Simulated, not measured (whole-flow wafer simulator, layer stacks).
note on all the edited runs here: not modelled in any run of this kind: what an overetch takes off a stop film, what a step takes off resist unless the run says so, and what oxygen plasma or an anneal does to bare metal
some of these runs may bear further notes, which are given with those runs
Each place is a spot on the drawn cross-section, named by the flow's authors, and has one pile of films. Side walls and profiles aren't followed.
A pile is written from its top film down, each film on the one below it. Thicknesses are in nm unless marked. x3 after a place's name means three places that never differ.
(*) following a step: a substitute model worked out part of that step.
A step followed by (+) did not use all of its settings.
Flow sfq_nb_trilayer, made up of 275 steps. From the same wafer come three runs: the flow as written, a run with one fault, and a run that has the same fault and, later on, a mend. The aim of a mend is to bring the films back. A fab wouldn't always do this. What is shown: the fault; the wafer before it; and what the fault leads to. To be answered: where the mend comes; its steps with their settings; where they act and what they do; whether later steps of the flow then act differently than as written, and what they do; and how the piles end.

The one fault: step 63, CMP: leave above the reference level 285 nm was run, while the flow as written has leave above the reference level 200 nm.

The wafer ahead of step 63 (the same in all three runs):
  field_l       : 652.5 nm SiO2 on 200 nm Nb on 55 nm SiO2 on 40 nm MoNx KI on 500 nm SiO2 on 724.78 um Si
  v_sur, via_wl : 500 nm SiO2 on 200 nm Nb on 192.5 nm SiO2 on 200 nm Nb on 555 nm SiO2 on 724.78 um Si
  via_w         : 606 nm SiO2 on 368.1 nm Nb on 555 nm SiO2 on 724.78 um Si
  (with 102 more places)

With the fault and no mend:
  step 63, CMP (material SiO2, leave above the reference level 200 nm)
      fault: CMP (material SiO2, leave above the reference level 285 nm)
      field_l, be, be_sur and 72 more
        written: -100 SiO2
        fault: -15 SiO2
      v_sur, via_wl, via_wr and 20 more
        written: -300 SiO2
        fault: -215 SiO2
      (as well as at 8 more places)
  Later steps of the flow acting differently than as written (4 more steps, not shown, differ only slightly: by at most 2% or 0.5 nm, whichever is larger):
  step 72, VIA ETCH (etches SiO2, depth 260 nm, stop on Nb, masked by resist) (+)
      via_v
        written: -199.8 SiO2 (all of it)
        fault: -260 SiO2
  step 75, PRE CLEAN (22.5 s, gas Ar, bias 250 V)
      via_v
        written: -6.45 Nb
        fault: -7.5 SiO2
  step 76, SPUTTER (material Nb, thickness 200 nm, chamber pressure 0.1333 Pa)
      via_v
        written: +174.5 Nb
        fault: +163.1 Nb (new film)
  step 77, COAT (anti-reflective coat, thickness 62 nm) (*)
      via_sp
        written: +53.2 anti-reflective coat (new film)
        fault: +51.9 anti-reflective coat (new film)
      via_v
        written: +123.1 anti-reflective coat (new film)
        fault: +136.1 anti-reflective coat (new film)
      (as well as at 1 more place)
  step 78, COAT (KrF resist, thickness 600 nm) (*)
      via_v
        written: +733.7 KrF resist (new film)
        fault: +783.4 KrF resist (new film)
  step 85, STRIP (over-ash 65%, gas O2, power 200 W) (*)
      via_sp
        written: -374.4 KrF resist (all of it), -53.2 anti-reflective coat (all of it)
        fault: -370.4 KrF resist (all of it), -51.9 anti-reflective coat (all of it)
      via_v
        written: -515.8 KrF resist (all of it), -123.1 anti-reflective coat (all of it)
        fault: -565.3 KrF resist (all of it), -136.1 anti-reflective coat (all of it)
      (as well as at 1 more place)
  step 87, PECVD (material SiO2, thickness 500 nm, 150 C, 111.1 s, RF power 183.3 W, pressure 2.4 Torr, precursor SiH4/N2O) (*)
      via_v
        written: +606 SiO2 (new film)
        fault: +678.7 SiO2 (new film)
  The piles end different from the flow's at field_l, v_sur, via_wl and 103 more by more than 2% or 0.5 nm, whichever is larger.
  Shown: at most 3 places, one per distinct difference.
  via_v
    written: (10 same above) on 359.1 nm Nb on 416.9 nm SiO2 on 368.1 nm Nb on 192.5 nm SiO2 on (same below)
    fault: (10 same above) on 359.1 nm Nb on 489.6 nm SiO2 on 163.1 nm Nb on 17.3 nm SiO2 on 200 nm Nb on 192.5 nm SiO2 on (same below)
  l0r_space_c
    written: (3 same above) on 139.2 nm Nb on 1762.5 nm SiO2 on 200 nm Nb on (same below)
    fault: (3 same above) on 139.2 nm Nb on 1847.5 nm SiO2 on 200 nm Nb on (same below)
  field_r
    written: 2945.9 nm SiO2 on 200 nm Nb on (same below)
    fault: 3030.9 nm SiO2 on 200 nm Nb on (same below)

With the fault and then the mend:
  The mend follows step 64.
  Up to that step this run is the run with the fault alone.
  step 64a, CMP (material SiO2, leave above the reference level 200 nm) (the flow's step 63 again)
      field_l, v_sur, via_wl and 103 more
        -85 SiO2
  None of the later steps of the flow acts differently than as written at any place that is followed.
  At every place that both follow, the piles at the end match the flow's.
